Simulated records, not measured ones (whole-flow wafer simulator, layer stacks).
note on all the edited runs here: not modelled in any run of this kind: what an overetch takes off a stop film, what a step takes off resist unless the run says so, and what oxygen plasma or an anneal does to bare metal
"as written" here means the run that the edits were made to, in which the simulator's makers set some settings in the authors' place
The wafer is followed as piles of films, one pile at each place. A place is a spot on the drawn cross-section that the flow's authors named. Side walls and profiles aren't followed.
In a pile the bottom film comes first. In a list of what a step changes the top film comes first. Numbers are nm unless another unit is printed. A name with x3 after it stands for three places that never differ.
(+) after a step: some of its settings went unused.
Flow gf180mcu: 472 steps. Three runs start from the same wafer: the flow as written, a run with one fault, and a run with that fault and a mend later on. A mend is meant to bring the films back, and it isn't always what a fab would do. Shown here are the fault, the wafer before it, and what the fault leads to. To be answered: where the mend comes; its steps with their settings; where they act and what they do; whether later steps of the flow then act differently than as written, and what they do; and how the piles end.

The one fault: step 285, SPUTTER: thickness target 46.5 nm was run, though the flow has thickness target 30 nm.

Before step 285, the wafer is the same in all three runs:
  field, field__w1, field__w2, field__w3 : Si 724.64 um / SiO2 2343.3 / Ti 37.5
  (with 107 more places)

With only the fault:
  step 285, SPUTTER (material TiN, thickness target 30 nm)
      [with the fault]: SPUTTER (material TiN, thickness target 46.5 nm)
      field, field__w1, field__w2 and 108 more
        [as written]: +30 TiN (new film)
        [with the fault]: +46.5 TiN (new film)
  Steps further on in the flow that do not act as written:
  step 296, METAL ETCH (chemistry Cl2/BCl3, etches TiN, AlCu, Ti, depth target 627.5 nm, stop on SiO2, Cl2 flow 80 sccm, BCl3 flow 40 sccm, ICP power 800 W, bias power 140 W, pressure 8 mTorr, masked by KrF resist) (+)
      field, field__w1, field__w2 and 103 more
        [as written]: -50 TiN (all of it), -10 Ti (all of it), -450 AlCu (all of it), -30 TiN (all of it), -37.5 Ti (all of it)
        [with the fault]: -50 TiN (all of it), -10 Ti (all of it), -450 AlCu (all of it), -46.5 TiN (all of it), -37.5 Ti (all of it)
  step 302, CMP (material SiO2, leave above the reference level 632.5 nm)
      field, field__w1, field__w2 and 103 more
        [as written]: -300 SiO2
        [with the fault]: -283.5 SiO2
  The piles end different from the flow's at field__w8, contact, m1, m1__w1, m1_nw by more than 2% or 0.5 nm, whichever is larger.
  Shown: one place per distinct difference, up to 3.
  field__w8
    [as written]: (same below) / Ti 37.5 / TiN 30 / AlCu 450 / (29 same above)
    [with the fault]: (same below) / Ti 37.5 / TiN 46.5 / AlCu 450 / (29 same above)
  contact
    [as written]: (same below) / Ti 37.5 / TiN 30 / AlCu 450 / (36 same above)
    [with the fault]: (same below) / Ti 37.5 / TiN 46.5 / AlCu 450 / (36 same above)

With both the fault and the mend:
  After step 285 comes the mend.
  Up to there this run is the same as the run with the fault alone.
  step 285a, METAL ETCH (chemistry Cl2/BCl3, etches TiN, AlCu, Ti, depth target 16.5 nm, Cl2 flow 80 sccm, BCl3 flow 40 sccm, ICP power 800 W, bias power 140 W, pressure 8 mTorr) (the flow's step 260 again, with other settings)
      field, field__w1, field__w2 and 108 more
        -16.5 TiN
  Later steps of the flow that are run all act as written at every place that is followed.
  At every place that both follow, the piles at the end match the flow's.
